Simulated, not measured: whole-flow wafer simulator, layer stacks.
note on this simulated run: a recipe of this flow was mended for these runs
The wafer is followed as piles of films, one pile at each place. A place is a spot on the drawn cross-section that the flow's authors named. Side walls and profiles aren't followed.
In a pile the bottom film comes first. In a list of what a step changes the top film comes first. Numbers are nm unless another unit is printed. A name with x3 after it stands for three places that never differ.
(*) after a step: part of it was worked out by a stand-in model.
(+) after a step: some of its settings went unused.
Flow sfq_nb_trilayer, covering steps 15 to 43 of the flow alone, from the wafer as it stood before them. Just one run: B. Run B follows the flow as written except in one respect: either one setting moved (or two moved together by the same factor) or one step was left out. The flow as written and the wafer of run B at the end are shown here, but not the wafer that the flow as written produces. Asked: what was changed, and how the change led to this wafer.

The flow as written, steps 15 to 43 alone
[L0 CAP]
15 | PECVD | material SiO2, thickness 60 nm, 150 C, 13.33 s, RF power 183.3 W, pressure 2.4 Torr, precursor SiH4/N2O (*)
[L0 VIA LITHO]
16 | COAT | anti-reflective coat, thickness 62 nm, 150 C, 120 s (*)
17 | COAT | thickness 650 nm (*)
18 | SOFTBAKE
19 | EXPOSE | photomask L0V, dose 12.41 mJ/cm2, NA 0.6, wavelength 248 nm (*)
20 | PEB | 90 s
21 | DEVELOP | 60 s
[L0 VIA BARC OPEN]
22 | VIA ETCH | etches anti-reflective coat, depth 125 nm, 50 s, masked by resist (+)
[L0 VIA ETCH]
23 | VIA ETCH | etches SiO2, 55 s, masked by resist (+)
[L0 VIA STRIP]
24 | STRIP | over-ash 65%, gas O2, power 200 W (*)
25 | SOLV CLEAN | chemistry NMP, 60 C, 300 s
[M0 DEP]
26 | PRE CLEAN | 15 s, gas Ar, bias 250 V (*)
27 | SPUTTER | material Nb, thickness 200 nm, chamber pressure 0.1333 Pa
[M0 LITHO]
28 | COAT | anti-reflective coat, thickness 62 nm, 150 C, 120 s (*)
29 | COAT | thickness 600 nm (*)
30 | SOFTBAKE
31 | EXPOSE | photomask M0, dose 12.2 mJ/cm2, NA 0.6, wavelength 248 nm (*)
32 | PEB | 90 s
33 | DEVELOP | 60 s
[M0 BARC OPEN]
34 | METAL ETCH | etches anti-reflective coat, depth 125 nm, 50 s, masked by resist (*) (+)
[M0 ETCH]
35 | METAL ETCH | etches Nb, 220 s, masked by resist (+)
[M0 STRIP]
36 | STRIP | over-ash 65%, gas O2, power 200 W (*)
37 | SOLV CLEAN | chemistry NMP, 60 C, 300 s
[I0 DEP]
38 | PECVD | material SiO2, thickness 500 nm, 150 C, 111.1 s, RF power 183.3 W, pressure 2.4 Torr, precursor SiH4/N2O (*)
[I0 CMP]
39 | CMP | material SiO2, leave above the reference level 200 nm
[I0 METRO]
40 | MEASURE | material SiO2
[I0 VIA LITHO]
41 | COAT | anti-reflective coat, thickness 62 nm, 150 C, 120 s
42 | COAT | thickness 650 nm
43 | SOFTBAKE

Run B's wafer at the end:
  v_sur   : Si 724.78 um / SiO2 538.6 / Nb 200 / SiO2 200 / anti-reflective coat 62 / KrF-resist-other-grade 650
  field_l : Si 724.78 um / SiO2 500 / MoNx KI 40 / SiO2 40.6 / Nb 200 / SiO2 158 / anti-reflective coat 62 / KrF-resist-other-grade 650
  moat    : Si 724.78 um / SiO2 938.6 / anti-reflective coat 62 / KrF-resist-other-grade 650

What caused this: step 15, PECVD: thickness 45.6 nm was run, though the flow has thickness 60 nm; step 15, PECVD: 10.13 s was run, where the flow has 13.33 s.

The path from the change to this, step by step:
  15 | PECVD | material SiO2, thickness 60 nm, 150 C, 13.33 s, RF power 183.3 W, pressure 2.4 Torr, precursor SiH4/N2O (*)
      v_sur, via_wl, via_w and 97 more: +45.6 SiO2 (in the flow as written it would be: +60 SiO2)
      field_l, l0_sur, l0v, l0r_line_l, l0r_line_c, l0r_line_r: +45.6 SiO2 (new film) (in the flow as written it would be: +60 SiO2 (new film))
  23 | VIA ETCH | etches SiO2, 55 s, masked by resist (+)
      l0v: -45.3 SiO2 (all of it), -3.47 MoNx KI (in the flow as written it would be: -59.7 SiO2 (all of it), -2.03 MoNx KI)
  28 | COAT | anti-reflective coat, thickness 62 nm, 150 C, 120 s (*)
      l0_sur: +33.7 anti-reflective coat (new film) (in the flow as written it would be: +29.3 anti-reflective coat (new film))
      l0v: +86 anti-reflective coat (new film) (in the flow as written it would be: +92.5 anti-reflective coat (new film))
  36 | STRIP | over-ash 65%, gas O2, power 200 W (*)
      l0_sur: -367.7 KrF-resist-other-grade (all of it), -33.7 anti-reflective coat (all of it) (in the flow as written it would be: -370 KrF-resist-other-grade (all of it), -29.3 anti-reflective coat (all of it))
      l0v: -368.2 KrF-resist-other-grade (all of it), -86 anti-reflective coat (all of it) (in the flow as written it would be: -374.1 KrF-resist-other-grade (all of it), -92.5 anti-reflective coat (all of it))
  39 | CMP | material SiO2, leave above the reference level 200 nm
      l0v: -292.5 SiO2 (in the flow as written it would be: -277.4 SiO2)
